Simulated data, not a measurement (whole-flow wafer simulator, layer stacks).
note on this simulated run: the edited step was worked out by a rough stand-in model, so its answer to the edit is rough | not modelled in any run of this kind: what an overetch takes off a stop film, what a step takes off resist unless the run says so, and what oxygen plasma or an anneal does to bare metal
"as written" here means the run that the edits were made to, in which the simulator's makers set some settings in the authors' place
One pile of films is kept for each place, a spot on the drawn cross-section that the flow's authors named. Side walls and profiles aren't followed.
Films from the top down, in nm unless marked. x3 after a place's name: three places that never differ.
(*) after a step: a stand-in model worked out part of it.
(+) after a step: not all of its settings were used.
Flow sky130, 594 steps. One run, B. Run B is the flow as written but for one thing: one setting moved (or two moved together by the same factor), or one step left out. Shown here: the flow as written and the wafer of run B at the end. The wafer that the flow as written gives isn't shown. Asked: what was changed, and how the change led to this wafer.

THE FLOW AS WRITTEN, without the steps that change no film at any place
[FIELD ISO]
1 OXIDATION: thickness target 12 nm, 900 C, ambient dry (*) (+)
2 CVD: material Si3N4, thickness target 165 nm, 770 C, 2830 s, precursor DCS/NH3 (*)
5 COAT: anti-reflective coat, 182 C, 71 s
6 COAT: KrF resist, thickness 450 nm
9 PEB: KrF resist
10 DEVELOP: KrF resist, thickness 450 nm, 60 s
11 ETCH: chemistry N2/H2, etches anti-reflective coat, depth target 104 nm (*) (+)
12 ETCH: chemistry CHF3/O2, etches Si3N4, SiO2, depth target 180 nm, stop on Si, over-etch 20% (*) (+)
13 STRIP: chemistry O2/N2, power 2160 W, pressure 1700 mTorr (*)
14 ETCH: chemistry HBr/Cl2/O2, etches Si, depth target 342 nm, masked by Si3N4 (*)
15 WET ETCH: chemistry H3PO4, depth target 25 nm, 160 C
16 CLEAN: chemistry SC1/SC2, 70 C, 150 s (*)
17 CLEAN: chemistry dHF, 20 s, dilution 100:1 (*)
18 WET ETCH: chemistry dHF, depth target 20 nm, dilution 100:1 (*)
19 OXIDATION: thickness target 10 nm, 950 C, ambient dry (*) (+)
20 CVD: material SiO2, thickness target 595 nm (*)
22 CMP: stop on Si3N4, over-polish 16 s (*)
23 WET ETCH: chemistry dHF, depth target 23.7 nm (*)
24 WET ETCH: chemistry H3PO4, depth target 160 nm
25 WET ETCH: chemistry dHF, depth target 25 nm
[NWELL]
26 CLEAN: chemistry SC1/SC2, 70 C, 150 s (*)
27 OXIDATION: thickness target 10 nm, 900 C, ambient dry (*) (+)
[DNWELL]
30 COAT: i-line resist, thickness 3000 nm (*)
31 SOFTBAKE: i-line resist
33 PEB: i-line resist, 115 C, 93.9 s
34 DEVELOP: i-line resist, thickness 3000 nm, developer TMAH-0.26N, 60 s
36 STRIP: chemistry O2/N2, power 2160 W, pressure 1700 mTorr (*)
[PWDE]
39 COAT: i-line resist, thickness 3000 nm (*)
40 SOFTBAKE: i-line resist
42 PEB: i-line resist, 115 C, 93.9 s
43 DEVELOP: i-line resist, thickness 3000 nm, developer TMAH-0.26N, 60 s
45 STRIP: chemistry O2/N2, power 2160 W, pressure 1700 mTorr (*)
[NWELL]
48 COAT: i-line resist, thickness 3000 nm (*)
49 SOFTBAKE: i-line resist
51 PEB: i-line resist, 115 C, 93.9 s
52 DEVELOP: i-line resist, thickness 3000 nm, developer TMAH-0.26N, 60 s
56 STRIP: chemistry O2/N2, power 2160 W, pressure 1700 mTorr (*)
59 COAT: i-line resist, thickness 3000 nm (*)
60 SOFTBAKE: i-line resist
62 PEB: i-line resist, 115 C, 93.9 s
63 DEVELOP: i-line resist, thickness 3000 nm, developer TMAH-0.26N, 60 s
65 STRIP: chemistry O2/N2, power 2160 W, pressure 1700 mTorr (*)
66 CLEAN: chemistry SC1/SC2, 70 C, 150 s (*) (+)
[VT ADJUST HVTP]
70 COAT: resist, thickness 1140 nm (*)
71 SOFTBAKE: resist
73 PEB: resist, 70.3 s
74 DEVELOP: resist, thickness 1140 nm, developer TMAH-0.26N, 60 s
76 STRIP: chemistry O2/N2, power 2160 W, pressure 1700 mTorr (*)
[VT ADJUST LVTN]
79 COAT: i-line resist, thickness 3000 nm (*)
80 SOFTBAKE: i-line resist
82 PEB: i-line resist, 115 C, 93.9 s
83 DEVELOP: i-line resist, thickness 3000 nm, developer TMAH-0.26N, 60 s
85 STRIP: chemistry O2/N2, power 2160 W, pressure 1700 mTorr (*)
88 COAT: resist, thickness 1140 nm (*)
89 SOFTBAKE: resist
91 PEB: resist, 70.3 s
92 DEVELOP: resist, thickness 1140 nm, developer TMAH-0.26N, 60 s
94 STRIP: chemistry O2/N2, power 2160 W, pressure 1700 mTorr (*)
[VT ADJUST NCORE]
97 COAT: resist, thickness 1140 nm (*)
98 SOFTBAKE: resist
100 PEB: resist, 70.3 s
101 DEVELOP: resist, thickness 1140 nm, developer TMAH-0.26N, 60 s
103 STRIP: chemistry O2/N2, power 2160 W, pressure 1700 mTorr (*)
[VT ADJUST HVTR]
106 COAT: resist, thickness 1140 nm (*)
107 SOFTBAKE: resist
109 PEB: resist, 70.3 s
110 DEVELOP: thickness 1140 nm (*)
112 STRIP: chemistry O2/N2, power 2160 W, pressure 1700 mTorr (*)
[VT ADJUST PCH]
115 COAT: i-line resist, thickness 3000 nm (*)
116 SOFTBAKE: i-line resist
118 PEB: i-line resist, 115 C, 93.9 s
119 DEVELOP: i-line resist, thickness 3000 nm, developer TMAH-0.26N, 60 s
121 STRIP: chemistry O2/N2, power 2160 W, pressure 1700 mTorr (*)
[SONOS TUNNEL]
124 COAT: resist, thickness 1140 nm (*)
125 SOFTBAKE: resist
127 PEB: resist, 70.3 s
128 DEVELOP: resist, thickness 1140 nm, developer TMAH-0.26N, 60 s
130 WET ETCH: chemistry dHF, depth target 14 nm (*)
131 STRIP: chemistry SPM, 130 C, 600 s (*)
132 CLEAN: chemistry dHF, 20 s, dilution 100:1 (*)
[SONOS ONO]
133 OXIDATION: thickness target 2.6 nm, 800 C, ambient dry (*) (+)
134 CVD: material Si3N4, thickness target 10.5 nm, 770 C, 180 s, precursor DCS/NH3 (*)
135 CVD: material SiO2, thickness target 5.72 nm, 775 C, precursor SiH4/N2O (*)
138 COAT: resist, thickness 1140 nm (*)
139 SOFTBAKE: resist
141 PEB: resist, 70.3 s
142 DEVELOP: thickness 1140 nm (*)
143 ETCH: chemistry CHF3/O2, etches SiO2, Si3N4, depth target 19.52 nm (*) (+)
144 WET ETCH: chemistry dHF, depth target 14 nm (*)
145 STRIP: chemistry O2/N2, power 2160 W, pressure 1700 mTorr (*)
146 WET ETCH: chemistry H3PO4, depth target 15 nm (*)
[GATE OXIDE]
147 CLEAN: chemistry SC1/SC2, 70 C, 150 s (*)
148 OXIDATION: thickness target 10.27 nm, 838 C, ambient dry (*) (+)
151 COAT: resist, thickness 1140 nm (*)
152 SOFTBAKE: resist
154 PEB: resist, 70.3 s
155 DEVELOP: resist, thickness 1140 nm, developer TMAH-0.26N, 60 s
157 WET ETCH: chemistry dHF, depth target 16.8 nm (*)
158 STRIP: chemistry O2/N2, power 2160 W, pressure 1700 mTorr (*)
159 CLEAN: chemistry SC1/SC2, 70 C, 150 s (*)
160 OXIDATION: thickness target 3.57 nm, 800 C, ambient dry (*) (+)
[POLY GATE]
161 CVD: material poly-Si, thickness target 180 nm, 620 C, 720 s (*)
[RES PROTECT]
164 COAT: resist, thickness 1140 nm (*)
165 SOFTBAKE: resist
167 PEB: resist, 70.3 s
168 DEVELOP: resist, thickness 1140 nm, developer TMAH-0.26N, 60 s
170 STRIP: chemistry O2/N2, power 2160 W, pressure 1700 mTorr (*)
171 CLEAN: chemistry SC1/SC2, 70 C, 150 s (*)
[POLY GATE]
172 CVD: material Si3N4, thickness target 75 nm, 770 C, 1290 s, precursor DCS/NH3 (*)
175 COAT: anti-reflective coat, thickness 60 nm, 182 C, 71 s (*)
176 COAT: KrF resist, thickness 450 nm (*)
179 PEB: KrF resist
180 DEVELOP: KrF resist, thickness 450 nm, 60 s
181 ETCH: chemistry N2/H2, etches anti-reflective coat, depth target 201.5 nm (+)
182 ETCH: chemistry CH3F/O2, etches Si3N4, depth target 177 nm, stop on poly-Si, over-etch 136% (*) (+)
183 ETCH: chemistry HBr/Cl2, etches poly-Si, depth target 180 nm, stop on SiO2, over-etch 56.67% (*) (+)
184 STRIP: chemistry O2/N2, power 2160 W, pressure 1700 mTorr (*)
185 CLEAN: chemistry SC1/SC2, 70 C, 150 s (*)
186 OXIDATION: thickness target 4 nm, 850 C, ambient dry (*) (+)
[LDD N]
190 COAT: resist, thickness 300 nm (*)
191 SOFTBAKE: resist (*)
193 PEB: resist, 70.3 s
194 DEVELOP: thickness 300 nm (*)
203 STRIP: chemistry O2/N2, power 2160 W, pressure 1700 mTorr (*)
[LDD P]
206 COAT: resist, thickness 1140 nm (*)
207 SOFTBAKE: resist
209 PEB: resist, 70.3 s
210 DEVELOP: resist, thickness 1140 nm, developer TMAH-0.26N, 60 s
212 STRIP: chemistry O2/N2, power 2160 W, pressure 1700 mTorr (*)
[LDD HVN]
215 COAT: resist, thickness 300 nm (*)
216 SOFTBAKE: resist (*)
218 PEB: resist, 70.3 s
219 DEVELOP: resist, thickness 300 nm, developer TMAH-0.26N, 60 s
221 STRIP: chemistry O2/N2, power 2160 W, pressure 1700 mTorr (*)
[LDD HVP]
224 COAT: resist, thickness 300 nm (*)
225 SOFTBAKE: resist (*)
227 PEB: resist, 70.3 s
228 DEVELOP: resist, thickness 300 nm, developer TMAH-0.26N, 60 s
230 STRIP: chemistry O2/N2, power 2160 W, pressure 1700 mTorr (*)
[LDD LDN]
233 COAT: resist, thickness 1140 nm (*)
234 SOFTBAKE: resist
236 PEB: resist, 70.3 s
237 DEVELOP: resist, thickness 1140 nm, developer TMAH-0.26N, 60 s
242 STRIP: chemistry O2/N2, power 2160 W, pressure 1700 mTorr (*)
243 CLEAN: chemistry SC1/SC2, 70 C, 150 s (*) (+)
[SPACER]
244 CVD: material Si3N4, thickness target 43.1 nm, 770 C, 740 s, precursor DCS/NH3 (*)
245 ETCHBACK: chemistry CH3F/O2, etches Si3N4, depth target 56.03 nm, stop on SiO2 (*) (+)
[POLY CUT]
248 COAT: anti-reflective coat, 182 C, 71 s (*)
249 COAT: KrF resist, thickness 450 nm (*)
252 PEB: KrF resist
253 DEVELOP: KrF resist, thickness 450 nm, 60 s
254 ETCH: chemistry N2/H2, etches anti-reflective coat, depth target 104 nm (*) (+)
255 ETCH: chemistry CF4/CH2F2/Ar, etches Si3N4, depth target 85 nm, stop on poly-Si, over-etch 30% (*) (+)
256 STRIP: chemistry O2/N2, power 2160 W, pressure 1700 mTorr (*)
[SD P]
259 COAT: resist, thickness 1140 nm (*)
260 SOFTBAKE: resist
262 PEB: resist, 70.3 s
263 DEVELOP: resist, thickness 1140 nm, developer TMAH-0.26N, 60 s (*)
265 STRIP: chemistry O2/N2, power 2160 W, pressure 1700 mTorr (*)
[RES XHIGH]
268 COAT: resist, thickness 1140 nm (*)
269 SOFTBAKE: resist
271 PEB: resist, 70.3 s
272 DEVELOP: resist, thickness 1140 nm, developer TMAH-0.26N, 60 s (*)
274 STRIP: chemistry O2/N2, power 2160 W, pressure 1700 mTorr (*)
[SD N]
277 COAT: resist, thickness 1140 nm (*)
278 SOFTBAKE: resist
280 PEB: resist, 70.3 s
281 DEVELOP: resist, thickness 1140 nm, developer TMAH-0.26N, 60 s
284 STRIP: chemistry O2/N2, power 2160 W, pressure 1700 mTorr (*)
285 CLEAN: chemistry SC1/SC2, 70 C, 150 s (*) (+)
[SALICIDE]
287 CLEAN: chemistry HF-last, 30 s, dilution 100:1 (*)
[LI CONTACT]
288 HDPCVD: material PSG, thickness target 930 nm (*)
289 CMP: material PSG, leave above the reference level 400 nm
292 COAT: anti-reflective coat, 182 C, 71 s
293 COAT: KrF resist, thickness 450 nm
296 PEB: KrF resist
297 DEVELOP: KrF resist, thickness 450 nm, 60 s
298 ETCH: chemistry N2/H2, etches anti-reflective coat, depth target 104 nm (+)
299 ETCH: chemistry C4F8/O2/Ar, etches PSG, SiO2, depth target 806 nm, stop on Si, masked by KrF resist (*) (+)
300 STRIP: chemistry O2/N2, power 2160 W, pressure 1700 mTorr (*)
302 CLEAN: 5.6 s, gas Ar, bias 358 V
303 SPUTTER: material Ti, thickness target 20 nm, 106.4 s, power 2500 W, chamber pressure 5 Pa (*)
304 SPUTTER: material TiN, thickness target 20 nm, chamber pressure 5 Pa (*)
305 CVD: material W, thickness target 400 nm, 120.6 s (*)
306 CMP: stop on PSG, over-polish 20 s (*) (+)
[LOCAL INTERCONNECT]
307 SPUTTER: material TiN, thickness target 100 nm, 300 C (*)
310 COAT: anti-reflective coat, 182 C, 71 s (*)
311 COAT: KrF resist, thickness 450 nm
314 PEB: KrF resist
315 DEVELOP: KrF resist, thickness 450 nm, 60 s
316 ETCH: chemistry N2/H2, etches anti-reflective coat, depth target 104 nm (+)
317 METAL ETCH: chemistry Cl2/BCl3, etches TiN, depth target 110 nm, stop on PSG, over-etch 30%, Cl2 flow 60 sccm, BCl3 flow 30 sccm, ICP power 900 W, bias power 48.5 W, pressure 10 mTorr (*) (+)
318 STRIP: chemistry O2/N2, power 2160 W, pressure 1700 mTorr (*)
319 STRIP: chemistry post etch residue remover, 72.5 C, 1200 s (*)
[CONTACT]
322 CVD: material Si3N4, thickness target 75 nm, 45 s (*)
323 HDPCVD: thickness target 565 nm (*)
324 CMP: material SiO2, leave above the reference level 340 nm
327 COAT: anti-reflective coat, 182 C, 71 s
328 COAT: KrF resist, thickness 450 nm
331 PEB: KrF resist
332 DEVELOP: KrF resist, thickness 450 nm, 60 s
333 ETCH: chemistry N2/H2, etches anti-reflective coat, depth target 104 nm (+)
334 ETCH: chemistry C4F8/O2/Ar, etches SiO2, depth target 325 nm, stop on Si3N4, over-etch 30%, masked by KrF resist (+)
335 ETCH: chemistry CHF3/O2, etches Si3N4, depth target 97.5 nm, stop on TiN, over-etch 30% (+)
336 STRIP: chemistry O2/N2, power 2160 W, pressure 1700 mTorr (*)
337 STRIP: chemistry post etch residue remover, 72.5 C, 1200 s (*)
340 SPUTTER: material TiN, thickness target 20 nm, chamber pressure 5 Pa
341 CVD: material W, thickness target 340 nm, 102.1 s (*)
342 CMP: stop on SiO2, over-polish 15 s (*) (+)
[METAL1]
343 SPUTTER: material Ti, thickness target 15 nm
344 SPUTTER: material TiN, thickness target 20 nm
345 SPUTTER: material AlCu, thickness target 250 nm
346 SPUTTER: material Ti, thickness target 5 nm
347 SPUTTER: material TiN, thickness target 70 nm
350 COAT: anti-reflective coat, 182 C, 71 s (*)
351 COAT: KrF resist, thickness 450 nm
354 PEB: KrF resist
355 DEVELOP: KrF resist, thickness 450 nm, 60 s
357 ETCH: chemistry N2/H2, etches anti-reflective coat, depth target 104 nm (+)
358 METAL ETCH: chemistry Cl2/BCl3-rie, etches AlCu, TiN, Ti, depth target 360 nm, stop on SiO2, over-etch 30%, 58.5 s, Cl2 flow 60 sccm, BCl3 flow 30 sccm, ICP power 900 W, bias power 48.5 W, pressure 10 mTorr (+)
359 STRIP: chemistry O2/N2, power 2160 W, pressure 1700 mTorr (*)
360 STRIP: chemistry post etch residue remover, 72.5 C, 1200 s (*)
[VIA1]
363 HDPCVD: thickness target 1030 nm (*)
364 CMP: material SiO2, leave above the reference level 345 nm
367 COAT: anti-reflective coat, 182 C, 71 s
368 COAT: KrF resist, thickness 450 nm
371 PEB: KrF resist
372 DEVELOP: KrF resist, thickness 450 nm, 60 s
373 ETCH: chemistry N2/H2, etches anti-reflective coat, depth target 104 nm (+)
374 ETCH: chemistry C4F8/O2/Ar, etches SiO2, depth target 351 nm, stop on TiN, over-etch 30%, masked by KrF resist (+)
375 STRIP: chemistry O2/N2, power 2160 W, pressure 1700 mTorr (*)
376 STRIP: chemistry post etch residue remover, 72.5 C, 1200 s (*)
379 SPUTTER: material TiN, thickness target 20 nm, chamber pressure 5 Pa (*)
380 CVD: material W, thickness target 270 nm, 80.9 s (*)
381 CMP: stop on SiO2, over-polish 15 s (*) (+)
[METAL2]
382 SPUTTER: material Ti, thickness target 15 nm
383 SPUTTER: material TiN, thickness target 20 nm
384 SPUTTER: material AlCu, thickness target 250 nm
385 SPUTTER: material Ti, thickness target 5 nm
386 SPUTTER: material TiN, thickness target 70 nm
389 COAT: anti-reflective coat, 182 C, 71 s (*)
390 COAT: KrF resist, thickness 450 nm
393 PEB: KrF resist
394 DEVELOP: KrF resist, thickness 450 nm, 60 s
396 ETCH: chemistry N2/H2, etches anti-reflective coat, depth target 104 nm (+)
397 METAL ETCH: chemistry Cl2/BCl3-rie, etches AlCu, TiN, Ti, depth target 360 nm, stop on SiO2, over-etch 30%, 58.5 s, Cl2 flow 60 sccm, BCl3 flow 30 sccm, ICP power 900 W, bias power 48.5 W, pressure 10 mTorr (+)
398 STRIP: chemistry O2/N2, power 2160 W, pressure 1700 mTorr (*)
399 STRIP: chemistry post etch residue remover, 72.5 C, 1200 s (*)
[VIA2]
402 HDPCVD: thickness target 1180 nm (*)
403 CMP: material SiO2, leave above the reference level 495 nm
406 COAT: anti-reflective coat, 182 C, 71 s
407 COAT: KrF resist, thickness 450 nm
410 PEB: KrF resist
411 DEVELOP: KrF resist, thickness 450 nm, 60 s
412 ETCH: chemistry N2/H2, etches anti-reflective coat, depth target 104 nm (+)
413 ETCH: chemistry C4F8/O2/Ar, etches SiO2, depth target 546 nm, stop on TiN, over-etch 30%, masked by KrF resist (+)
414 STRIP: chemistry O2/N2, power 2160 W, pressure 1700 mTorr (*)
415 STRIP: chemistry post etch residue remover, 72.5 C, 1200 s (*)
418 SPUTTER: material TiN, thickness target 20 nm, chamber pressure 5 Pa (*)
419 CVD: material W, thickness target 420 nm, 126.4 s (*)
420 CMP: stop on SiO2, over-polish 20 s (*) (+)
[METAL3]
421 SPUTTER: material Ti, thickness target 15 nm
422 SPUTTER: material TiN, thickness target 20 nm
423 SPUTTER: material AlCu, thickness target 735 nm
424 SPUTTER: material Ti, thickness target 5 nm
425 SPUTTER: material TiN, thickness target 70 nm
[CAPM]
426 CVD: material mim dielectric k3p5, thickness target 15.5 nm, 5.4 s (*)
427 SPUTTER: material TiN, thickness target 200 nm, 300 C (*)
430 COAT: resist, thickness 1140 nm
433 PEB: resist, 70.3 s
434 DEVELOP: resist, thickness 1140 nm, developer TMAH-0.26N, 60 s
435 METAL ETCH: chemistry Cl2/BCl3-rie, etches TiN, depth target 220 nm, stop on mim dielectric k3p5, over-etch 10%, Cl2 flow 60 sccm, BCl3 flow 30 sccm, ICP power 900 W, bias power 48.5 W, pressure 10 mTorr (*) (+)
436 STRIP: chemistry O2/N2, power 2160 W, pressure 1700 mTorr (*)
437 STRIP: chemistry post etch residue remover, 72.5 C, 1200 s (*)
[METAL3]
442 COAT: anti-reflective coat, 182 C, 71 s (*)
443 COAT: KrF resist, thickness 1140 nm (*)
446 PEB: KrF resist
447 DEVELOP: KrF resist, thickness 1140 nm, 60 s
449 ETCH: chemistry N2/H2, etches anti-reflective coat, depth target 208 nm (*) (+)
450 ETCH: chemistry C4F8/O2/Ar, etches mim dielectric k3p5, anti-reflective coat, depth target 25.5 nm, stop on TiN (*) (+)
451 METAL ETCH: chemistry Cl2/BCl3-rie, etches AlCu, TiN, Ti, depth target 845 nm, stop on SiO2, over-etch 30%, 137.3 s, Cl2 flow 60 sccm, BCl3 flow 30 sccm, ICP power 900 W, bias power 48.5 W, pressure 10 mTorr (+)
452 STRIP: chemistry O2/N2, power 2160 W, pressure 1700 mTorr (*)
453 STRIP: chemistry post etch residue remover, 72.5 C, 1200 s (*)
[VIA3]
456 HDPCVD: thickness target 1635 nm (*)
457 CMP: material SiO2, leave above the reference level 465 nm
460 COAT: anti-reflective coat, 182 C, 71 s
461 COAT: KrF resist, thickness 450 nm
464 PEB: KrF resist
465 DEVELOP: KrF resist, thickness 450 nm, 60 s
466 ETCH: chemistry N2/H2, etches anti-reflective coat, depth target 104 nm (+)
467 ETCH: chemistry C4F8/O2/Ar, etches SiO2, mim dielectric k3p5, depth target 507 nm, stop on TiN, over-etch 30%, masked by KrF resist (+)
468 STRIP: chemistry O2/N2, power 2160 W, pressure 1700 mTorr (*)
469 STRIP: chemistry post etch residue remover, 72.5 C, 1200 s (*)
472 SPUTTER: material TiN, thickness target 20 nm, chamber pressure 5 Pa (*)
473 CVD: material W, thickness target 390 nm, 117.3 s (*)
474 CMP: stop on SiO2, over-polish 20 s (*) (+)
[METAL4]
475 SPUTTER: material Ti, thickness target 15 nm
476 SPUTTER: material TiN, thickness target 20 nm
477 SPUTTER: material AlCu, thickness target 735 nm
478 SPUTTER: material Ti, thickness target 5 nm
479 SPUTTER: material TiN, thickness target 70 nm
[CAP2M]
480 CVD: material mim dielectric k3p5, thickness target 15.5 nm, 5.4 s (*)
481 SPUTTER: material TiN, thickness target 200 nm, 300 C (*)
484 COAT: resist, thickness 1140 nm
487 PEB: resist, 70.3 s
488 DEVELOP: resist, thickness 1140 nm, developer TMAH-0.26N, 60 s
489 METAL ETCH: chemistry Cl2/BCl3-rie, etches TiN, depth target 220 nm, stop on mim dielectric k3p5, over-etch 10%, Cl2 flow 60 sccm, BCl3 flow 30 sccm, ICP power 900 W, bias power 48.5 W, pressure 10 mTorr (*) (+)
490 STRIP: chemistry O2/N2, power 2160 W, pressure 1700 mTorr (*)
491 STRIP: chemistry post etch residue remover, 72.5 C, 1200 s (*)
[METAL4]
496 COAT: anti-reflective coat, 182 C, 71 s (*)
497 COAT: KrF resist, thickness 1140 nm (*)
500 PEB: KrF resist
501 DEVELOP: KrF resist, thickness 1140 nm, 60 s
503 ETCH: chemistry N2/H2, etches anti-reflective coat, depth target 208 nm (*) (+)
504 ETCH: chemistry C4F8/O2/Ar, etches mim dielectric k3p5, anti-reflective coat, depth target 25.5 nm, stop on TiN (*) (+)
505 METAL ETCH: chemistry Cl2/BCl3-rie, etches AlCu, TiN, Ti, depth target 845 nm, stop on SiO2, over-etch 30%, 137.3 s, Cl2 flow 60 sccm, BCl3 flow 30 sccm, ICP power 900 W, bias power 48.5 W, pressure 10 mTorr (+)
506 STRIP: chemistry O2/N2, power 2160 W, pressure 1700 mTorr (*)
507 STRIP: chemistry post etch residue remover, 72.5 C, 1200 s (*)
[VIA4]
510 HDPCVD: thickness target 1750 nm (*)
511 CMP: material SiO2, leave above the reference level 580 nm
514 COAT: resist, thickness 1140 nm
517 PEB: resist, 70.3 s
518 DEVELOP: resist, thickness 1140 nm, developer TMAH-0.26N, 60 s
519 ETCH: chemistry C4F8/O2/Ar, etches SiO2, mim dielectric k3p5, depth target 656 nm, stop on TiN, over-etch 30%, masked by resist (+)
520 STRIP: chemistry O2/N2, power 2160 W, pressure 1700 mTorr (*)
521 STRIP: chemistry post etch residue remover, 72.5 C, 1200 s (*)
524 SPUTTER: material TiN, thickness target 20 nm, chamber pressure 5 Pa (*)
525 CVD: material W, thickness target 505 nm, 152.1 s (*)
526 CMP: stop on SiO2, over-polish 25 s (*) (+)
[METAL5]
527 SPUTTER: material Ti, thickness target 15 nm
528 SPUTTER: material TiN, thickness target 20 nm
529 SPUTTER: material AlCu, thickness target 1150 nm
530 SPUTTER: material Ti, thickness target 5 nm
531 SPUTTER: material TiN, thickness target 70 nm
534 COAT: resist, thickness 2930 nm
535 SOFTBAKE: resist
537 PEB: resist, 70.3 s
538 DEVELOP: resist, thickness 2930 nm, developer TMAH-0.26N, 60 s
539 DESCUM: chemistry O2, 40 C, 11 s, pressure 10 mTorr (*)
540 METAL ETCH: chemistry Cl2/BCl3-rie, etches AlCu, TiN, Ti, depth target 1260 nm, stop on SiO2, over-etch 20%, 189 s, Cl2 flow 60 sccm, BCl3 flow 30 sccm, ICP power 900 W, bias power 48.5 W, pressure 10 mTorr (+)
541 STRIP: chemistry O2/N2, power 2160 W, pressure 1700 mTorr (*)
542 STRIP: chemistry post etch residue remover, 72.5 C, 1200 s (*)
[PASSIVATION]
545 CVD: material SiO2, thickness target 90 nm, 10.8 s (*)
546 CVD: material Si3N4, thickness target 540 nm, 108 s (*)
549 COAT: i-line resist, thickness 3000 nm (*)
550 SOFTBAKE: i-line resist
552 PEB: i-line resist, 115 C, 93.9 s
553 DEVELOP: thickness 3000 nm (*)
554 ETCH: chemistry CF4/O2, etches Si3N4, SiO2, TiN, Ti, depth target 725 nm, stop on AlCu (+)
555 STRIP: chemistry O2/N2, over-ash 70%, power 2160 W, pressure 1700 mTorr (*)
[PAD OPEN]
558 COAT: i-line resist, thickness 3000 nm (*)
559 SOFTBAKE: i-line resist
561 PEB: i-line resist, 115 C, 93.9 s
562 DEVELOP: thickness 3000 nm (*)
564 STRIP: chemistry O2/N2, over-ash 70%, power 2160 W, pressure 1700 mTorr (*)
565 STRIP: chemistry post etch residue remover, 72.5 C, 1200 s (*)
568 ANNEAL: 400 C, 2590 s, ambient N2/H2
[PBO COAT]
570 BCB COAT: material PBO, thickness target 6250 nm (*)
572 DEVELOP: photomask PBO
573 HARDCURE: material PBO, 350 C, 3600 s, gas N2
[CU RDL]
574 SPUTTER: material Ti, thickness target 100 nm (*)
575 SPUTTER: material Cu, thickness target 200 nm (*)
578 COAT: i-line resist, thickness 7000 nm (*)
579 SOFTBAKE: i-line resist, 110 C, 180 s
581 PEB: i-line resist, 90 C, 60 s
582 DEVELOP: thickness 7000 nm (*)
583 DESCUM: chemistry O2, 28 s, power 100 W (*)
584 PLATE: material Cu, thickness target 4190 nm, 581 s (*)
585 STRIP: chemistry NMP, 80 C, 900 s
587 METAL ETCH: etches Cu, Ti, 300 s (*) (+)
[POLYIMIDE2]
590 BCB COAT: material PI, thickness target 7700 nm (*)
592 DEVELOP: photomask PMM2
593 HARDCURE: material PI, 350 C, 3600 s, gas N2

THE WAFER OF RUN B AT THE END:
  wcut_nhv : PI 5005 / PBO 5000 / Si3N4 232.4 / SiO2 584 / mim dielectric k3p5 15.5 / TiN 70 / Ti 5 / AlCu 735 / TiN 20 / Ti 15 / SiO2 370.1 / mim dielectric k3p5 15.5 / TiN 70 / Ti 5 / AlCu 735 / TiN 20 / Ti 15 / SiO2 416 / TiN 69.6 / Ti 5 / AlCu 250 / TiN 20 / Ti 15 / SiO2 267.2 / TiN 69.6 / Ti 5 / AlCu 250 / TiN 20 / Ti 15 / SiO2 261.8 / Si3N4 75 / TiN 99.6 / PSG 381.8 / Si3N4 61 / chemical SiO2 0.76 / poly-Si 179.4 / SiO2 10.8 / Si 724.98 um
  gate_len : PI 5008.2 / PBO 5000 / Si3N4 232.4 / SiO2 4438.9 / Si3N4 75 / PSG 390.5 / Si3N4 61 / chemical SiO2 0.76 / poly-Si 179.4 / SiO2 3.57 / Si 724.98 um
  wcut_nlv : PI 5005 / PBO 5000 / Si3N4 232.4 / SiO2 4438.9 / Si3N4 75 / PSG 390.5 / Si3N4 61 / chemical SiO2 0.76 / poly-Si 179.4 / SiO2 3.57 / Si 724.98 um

The cause: step 546, CVD: thickness target 788 nm was run, where the flow has thickness target 540 nm; step 546, CVD: 158 s was run, where the flow has 108 s.

How the change led to this, step by step:
  546 CVD: material Si3N4, thickness target 540 nm, 108 s (*)
      field, active, n_well and 190 more: Si3N4 +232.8 (new film) (as written it would be: Si3N4 +159.1 (new film))
  550 SOFTBAKE: i-line resist
      gate_p_lvt, iso_guard_hv_nw: i-line resist +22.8 (as written it would be: i-line resist +20.6)
      active: i-line resist +13.6 (as written it would be: i-line resist +12)
      (and at 60 more places)
  554 ETCH: chemistry CF4/O2, etches Si3N4, SiO2, TiN, Ti, depth target 725 nm, stop on AlCu (+)
      field, active, n_well and 189 more: i-line resist -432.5 (as written it would be: i-line resist -358.9)
      pad: Si3N4 -232.8 (all of it), SiO2 -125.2 (all of it), TiN -69.6 (all of it), Ti -5 (all of it) (as written it would be: Si3N4 -159.1 (all of it), SiO2 -125.2 (all of it), TiN -69.6 (all of it), Ti -5 (all of it))
  555 STRIP: chemistry O2/N2, over-ash 70%, power 2160 W, pressure 1700 mTorr (*)
      gate_hv, dice_street, iso_guard and 83 more: i-line resist -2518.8 (all of it) (as written it would be: i-line resist -2592.4 (all of it))
      n_well, p_well, sd_n, sd_p: i-line resist -1267.2 (all of it) (as written it would be: i-line resist -1340.8 (all of it))
      (and at 102 more places)
  558 COAT: i-line resist, thickness 3000 nm (*)
      pad: i-line resist +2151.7 (new film) (as written it would be: i-line resist +2077.7 (new film))
  559 SOFTBAKE: i-line resist
      gate_p_lvt, iso_guard_hv_nw: i-line resist +22.8 (as written it would be: i-line resist +20.6)
      field: i-line resist +14.2 (as written it would be: i-line resist +12.5)
      (and at 67 more places)
  561 PEB: i-line resist, 115 C, 93.9 s
      pad: i-line resist -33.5 (as written it would be: i-line resist -32.2)
  562 DEVELOP: thickness 3000 nm (*)
      pad: i-line resist -2118.3 (all of it) (as written it would be: i-line resist -2045.5 (all of it))
  578 COAT: i-line resist, thickness 7000 nm (*)
      pad: i-line resist +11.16 um (new film) (as written it would be: i-line resist +11.08 um (new film))
  579 SOFTBAKE: i-line resist, 110 C, 180 s
      ndiff_licon_rim, ndiff_licon: i-line resist -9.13 (as written it would be: i-line resist -8.01)
      rpo_hd_licon, mim2: i-line resist -16 (as written it would be: i-line resist -14.9)
      (and at 28 more places)
  582 DEVELOP: thickness 7000 nm (*)
      pad: i-line resist -11.16 um (all of it) (as written it would be: i-line resist -11.08 um (all of it))
